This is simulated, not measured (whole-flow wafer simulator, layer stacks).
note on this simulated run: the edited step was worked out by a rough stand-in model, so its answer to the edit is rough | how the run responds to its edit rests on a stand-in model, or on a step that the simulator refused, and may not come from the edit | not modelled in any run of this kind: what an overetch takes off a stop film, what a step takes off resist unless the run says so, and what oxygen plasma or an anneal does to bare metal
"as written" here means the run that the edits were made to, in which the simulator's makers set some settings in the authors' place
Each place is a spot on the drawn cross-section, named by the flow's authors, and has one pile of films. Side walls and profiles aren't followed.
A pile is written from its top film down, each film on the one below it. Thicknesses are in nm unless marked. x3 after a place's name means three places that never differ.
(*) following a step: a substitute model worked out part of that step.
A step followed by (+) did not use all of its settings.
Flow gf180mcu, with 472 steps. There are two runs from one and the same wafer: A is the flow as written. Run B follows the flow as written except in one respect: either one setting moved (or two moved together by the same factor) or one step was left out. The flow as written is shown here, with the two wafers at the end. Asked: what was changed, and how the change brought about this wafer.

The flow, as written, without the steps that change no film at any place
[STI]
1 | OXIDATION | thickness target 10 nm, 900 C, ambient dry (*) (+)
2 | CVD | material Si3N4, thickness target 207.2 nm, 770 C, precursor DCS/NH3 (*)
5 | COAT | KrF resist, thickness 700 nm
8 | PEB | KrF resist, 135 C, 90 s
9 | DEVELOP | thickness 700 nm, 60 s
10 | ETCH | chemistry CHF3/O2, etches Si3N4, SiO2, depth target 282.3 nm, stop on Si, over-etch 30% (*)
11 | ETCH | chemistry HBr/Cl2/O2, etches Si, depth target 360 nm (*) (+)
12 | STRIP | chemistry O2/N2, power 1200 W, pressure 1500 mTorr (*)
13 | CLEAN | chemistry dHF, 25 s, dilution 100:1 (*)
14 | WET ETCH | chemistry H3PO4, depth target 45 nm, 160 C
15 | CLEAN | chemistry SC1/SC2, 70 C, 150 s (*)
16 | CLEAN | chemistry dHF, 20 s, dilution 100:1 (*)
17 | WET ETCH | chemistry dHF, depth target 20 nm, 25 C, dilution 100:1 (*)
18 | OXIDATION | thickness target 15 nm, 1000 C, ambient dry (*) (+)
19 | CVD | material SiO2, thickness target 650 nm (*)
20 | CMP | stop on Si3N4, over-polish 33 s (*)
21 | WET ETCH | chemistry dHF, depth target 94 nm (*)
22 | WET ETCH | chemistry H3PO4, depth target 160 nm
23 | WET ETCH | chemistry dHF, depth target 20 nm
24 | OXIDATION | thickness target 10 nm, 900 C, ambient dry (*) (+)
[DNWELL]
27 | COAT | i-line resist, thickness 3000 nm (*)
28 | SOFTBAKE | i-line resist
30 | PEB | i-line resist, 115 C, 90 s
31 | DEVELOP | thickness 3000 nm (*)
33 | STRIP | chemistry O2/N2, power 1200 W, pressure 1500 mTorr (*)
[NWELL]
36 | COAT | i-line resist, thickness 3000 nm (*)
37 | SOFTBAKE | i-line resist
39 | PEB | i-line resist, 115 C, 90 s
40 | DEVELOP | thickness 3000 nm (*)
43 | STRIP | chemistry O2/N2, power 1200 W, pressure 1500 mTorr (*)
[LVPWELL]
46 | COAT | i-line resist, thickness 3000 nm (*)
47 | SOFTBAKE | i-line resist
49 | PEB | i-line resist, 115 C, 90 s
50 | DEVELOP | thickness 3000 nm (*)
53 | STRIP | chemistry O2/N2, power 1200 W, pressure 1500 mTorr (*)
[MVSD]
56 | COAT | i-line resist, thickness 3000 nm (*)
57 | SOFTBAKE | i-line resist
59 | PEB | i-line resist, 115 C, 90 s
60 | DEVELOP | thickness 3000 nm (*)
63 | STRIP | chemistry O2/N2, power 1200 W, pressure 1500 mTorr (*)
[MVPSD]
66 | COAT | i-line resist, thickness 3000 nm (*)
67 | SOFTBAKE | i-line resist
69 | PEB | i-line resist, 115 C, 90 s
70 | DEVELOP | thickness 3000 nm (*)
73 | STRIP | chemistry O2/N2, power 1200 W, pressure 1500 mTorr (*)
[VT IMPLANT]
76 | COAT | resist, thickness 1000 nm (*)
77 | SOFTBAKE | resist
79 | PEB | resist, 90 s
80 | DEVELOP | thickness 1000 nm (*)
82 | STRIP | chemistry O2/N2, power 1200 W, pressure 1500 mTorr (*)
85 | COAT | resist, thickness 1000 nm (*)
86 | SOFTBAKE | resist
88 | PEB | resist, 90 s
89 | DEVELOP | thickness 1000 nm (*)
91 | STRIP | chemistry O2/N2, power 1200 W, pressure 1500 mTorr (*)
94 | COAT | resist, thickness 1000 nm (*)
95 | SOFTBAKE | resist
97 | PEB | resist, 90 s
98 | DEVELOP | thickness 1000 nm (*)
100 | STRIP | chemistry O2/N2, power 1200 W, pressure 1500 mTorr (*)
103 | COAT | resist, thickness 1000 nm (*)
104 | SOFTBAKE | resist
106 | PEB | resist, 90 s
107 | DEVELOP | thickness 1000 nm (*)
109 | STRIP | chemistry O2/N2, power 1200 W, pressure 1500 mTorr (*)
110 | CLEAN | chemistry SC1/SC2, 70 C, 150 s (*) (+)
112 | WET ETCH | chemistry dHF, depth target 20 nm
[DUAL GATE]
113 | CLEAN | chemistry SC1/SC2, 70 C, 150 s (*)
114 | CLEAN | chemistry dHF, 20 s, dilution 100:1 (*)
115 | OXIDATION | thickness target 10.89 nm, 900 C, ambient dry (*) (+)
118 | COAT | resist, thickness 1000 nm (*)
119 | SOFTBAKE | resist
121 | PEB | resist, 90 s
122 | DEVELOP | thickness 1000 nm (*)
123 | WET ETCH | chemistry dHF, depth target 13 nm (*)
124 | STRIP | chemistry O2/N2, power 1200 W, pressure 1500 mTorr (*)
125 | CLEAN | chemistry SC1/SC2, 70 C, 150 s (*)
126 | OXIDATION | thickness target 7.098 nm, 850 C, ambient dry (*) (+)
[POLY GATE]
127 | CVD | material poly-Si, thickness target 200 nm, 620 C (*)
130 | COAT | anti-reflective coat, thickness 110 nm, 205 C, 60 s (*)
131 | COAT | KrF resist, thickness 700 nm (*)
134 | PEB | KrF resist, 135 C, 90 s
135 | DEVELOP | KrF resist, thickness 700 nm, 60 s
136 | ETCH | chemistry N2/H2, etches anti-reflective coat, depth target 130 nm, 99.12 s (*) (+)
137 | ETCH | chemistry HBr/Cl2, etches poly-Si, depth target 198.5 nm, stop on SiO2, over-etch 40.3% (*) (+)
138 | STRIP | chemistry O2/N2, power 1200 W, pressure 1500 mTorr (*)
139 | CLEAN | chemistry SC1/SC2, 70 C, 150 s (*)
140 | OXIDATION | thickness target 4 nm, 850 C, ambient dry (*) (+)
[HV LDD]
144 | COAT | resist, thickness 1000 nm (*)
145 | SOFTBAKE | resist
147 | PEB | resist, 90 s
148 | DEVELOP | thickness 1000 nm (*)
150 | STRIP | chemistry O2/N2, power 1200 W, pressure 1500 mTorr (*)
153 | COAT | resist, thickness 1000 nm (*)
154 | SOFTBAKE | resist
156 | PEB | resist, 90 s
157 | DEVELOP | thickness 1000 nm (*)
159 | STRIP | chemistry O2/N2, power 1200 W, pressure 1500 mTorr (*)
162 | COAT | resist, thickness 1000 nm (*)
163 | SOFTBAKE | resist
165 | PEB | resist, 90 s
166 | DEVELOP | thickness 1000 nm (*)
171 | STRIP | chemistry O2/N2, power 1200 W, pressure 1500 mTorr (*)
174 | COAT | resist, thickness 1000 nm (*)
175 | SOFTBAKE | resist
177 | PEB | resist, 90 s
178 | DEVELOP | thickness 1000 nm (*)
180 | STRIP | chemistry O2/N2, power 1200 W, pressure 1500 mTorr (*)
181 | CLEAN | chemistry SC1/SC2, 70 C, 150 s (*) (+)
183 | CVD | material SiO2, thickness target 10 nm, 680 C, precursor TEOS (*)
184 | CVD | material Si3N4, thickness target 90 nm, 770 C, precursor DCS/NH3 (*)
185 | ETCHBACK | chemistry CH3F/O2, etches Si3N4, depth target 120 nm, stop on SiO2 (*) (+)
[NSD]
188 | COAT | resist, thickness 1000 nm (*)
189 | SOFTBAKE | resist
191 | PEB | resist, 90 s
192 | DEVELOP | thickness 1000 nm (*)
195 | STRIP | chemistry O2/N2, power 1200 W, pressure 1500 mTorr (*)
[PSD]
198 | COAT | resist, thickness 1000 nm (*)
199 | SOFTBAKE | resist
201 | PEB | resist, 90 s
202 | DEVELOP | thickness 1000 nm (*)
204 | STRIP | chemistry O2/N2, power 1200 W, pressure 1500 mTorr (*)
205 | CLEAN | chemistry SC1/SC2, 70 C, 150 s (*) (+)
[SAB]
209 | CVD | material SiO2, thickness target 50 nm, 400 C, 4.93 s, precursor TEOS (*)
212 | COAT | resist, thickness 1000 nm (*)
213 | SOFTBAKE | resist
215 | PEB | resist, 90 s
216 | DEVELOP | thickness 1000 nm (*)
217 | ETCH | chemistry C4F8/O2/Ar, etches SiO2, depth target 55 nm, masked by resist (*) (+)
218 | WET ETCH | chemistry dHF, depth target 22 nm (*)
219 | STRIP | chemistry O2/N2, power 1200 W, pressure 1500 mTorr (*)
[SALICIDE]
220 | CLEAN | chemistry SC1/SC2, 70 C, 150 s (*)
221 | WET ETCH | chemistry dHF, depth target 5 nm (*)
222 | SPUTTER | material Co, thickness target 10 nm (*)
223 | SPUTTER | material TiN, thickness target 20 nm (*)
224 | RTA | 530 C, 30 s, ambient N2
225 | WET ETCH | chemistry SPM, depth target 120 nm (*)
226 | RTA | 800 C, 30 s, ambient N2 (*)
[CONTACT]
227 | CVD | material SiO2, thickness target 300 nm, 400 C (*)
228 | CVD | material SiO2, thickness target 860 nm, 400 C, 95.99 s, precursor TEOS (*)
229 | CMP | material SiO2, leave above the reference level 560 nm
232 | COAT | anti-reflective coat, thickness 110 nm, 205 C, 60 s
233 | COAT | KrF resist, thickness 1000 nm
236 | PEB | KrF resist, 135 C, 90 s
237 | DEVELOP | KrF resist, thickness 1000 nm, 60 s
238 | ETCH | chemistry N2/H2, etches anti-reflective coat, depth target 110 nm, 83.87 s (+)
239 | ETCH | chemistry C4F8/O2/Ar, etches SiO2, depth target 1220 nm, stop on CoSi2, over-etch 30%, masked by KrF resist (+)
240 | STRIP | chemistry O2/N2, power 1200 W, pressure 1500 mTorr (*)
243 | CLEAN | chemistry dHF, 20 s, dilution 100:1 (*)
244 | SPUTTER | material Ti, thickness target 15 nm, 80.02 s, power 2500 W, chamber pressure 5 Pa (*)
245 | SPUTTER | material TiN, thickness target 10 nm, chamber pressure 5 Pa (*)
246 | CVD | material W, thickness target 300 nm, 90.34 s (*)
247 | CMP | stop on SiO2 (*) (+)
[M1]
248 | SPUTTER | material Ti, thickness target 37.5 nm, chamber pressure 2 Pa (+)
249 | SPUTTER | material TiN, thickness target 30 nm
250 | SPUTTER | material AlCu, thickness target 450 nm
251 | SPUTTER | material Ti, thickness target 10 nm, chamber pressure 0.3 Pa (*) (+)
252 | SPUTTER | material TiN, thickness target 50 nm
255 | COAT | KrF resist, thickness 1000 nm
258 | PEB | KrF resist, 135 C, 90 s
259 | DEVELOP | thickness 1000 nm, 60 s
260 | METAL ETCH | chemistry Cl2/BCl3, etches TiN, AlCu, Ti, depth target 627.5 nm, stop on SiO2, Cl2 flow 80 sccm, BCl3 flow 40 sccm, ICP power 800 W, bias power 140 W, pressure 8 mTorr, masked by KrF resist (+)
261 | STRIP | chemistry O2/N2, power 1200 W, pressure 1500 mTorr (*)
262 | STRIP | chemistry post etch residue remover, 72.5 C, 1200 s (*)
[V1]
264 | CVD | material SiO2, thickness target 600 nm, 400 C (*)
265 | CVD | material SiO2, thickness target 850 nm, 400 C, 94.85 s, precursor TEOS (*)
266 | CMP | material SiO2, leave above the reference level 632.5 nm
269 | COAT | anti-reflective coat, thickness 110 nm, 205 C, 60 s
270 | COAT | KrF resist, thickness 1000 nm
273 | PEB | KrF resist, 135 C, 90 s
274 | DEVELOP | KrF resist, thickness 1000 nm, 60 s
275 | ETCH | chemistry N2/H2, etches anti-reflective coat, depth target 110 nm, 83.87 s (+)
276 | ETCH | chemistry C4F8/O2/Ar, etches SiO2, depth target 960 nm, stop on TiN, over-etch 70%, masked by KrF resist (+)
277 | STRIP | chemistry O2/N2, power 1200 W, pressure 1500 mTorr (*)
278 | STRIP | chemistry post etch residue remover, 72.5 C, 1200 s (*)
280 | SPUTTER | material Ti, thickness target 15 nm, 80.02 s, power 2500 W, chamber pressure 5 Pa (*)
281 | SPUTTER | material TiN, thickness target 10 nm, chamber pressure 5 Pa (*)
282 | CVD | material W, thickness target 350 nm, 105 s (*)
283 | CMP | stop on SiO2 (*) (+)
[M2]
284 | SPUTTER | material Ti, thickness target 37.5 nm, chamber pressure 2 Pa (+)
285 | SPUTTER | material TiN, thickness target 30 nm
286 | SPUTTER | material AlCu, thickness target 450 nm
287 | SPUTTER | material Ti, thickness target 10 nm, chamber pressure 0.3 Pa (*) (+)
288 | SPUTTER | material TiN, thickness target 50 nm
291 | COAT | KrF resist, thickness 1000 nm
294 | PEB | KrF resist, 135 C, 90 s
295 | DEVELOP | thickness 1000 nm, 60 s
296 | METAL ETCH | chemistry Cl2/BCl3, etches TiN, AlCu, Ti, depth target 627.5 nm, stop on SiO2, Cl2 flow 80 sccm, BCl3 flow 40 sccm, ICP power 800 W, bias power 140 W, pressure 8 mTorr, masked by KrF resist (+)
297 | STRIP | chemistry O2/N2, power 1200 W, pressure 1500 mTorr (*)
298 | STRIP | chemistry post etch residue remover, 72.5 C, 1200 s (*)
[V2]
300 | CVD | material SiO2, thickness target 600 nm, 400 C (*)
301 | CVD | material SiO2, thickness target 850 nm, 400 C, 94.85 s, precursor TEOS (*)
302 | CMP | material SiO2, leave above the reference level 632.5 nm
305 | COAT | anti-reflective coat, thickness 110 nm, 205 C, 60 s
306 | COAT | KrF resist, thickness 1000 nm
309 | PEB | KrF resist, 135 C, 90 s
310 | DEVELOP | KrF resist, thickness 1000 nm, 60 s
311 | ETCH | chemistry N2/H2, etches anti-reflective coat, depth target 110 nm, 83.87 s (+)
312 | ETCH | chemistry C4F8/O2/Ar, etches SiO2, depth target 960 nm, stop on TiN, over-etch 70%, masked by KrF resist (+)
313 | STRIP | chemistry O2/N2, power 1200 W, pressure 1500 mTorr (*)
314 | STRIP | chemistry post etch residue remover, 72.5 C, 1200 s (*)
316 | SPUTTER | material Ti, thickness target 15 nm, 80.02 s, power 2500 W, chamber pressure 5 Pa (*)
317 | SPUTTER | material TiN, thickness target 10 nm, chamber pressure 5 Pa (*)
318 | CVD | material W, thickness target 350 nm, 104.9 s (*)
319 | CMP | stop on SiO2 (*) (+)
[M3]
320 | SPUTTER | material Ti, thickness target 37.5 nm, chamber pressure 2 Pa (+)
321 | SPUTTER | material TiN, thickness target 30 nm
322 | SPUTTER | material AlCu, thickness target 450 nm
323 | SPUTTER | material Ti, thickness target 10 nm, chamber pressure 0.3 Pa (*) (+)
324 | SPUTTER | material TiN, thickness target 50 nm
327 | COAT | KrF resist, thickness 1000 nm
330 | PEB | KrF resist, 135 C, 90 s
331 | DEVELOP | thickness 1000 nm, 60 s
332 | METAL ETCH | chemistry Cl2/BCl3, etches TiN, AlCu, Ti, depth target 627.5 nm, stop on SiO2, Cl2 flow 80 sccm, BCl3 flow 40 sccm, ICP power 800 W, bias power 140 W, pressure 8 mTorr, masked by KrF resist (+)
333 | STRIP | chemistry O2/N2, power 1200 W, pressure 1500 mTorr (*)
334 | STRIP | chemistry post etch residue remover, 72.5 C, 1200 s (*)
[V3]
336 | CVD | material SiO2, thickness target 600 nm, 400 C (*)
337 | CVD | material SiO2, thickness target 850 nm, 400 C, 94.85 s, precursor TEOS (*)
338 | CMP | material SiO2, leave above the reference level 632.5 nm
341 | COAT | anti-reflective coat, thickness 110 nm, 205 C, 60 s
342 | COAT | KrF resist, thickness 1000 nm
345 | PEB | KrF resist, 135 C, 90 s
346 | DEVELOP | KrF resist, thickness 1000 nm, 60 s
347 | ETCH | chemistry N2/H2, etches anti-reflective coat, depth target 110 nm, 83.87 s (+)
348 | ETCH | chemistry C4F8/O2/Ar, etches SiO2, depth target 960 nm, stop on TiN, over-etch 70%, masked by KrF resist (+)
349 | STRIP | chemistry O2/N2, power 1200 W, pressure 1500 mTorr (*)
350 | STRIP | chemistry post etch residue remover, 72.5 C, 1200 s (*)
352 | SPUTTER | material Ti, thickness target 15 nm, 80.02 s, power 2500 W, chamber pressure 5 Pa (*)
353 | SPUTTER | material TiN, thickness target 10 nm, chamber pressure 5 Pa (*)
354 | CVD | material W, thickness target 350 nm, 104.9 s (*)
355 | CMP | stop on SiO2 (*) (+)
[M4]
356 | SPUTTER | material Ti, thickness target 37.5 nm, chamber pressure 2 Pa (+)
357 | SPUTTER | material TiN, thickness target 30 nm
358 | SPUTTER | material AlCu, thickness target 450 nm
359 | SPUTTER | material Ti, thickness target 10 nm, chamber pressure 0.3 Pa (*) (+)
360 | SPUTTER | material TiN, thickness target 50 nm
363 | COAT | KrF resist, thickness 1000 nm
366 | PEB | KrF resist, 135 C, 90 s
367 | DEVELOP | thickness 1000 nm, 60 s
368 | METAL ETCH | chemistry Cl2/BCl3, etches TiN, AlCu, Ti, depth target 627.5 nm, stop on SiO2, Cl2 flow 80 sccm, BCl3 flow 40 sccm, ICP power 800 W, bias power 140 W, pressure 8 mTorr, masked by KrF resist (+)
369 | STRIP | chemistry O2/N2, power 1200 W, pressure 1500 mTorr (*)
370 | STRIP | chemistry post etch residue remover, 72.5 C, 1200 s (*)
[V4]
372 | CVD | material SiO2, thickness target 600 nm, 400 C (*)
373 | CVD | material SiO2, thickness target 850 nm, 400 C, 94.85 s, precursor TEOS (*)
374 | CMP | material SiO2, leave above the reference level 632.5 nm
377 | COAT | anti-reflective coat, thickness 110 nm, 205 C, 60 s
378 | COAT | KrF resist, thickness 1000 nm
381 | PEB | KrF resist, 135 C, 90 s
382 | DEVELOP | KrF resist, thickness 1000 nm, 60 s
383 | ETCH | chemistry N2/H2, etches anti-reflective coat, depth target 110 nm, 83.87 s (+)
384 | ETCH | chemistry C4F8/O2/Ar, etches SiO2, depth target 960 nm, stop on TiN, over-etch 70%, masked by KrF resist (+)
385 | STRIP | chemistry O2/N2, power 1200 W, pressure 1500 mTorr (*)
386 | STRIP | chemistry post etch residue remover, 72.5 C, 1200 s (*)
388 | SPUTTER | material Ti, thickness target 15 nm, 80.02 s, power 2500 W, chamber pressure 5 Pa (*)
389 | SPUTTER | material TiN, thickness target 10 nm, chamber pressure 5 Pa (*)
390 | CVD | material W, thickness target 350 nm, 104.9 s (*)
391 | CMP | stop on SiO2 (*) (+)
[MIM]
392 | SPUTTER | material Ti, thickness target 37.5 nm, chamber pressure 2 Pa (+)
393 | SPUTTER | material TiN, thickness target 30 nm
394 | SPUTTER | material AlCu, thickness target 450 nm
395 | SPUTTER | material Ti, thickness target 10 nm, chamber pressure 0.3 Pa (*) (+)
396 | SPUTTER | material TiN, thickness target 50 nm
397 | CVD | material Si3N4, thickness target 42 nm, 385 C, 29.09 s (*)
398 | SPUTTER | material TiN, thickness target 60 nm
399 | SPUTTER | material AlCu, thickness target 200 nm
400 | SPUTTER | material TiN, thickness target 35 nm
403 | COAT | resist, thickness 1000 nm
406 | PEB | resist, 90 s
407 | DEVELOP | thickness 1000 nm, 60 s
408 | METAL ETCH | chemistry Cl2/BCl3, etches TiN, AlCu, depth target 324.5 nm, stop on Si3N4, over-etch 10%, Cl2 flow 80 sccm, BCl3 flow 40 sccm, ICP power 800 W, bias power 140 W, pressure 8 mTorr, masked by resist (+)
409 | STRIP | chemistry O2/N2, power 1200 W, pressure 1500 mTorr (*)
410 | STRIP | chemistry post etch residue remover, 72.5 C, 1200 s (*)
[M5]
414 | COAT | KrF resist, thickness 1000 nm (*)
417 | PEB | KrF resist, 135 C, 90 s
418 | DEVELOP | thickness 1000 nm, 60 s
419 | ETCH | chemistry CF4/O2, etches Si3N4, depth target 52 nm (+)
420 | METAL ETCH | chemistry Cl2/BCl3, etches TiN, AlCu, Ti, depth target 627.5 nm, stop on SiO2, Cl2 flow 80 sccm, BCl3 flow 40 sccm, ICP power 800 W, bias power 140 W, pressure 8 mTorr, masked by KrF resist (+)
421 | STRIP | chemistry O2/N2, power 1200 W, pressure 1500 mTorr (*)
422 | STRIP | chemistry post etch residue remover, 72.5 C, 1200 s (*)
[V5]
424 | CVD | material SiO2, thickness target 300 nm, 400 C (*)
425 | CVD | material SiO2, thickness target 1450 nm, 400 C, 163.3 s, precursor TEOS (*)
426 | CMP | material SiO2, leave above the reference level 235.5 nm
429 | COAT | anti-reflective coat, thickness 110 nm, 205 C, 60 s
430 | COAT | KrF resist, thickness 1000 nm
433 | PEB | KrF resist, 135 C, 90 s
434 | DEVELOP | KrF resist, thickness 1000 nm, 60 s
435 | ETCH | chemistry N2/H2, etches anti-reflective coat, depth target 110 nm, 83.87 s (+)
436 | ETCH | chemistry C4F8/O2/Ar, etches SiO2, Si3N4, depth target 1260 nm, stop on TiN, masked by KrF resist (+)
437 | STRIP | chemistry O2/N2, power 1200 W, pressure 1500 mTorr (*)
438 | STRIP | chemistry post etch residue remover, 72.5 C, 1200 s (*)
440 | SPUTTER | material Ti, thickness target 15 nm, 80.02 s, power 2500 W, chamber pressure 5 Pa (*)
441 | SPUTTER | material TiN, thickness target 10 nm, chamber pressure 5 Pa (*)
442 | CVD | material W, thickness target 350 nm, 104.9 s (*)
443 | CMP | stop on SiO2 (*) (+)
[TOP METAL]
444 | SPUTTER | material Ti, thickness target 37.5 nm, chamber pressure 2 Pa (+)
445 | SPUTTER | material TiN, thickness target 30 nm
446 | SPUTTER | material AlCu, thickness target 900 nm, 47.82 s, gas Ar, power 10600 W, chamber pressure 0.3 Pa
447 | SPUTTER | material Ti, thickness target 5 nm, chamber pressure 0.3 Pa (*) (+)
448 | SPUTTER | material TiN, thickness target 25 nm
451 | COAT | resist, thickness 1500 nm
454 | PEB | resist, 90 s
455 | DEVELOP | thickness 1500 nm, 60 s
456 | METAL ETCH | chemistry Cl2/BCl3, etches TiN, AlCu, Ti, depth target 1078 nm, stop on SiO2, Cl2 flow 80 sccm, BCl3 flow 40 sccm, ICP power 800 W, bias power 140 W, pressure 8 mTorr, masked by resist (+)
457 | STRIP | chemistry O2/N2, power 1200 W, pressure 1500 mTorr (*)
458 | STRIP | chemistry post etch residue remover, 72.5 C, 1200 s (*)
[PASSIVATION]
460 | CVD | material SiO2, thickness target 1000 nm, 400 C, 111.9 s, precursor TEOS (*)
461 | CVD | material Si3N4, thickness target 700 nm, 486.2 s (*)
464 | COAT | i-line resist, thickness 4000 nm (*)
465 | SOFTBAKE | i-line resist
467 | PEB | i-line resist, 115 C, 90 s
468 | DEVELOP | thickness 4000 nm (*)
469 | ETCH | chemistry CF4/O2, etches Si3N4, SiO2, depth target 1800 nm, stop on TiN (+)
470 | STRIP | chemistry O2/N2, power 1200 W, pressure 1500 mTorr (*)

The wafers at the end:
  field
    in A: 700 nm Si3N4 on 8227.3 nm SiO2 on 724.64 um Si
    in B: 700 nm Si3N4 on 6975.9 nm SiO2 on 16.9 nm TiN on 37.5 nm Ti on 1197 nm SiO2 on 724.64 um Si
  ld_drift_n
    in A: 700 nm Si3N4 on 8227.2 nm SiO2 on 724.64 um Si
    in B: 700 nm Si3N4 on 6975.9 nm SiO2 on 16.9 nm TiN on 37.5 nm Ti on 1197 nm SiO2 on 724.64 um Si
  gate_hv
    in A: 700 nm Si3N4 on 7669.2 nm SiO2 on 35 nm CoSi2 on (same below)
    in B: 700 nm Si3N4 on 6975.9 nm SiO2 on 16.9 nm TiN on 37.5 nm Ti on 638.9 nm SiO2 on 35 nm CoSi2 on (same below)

Cause: step 251, SPUTTER: thickness target 8.3 nm was run, though the flow has thickness target 10 nm; step 260, METAL ETCH: depth target 521 nm was run, where the flow has depth target 627.5 nm.

How this came from the change, step by step:
  251 | SPUTTER | material Ti, thickness target 10 nm, chamber pressure 0.3 Pa (*) (+)
      field, field__w1, field__w2 and 108 more: A +10 Ti (new film) | B +8.3 Ti (new film)
  260 | METAL ETCH | chemistry Cl2/BCl3, etches TiN, AlCu, Ti, depth target 627.5 nm, stop on SiO2, Cl2 flow 80 sccm, BCl3 flow 40 sccm, ICP power 800 W, bias power 140 W, pressure 8 mTorr, masked by KrF resist (+)
      field, field__w1, field__w2 and 99 more: A -50 TiN (all of it), -10 Ti (all of it), -450 AlCu (all of it), -30 TiN (all of it), -37.5 Ti (all of it) | B -50 TiN (all of it), -8.3 Ti (all of it), -450 AlCu (all of it), -12.7 TiN
      field__w8, contact, m1 and 6 more: A -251 KrF resist | B -208.4 KrF resist
  261 | STRIP | chemistry O2/N2, power 1200 W, pressure 1500 mTorr (*)
      field__w8, contact, m1 and 6 more: A -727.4 KrF resist (all of it) | B -770 KrF resist (all of it)
  264 | CVD | material SiO2, thickness target 600 nm, 400 C (*)
      field, field__w1, field__w2 and 99 more: A +600 SiO2 | B +600 SiO2 (new film)
  266 | CMP | material SiO2, leave above the reference level 632.5 nm
      field, field__w1, field__w2 and 99 more: A -300 SiO2 | B -354.4 SiO2
With metal films that touch counted as one body, field has 1 body; the flow as written gives 0 bodies.
With metal films that touch counted as one body, ld_drift_n has 1 body; the flow as written gives 0 bodies.
With metal films that touch counted as one body, gate_hv has 2 bodies (between them, from the top down: SiO2 638.9); the flow as written gives 1 body.
